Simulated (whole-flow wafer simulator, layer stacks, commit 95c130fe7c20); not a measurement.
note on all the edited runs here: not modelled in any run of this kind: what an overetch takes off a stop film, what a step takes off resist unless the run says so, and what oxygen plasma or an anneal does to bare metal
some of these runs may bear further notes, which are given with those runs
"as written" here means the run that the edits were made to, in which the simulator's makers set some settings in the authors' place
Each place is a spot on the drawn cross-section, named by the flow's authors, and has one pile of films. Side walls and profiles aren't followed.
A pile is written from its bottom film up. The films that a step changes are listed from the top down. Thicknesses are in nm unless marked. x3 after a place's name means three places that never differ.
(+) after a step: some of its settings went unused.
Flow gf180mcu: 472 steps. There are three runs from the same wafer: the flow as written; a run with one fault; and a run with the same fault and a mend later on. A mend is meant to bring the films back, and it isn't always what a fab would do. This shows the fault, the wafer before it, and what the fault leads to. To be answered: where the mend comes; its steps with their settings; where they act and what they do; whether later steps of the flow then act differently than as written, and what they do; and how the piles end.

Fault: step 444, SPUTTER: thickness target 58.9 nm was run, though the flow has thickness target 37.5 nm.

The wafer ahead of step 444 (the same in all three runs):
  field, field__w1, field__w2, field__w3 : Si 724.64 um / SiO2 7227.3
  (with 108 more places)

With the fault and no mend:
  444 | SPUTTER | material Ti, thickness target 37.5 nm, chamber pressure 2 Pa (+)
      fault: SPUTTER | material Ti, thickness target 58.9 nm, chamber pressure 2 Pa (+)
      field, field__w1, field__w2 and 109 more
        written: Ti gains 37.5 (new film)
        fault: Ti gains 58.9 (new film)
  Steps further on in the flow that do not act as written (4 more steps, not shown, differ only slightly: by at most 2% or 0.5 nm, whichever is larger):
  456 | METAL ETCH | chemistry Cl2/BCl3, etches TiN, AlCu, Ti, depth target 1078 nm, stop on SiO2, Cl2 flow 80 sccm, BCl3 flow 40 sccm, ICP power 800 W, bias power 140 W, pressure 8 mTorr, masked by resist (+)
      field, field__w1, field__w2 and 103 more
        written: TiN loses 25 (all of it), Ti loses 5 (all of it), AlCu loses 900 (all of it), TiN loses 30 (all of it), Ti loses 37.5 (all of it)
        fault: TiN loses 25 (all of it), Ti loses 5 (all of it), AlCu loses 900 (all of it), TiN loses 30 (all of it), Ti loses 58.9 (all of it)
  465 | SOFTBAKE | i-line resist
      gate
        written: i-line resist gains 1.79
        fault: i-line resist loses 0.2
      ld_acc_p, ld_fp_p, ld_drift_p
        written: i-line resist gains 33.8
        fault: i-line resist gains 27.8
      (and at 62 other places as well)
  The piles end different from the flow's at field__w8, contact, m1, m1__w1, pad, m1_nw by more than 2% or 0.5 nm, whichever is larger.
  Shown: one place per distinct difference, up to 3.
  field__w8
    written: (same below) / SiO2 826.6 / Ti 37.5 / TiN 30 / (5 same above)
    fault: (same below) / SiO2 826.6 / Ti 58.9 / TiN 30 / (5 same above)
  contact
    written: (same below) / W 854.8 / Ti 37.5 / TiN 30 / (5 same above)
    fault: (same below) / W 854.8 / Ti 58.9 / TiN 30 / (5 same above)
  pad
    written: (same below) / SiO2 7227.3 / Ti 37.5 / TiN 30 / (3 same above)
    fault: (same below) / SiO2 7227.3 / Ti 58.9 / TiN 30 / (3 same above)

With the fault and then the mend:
  The mend stands after step 444.
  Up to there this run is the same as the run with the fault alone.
  444a | METAL ETCH | chemistry Cl2/BCl3, etches TiN, AlCu, Ti, depth target 21.4 nm, Cl2 flow 80 sccm, BCl3 flow 40 sccm, ICP power 800 W, bias power 140 W, pressure 8 mTorr (the flow's step 260, run once more with other settings)
      field, field__w1, field__w2 and 109 more
        Ti loses 21.4
  None of the later steps of the flow acts differently than as written at any place that is followed.
  By the end, the piles equal the flow's at every place that both follow.
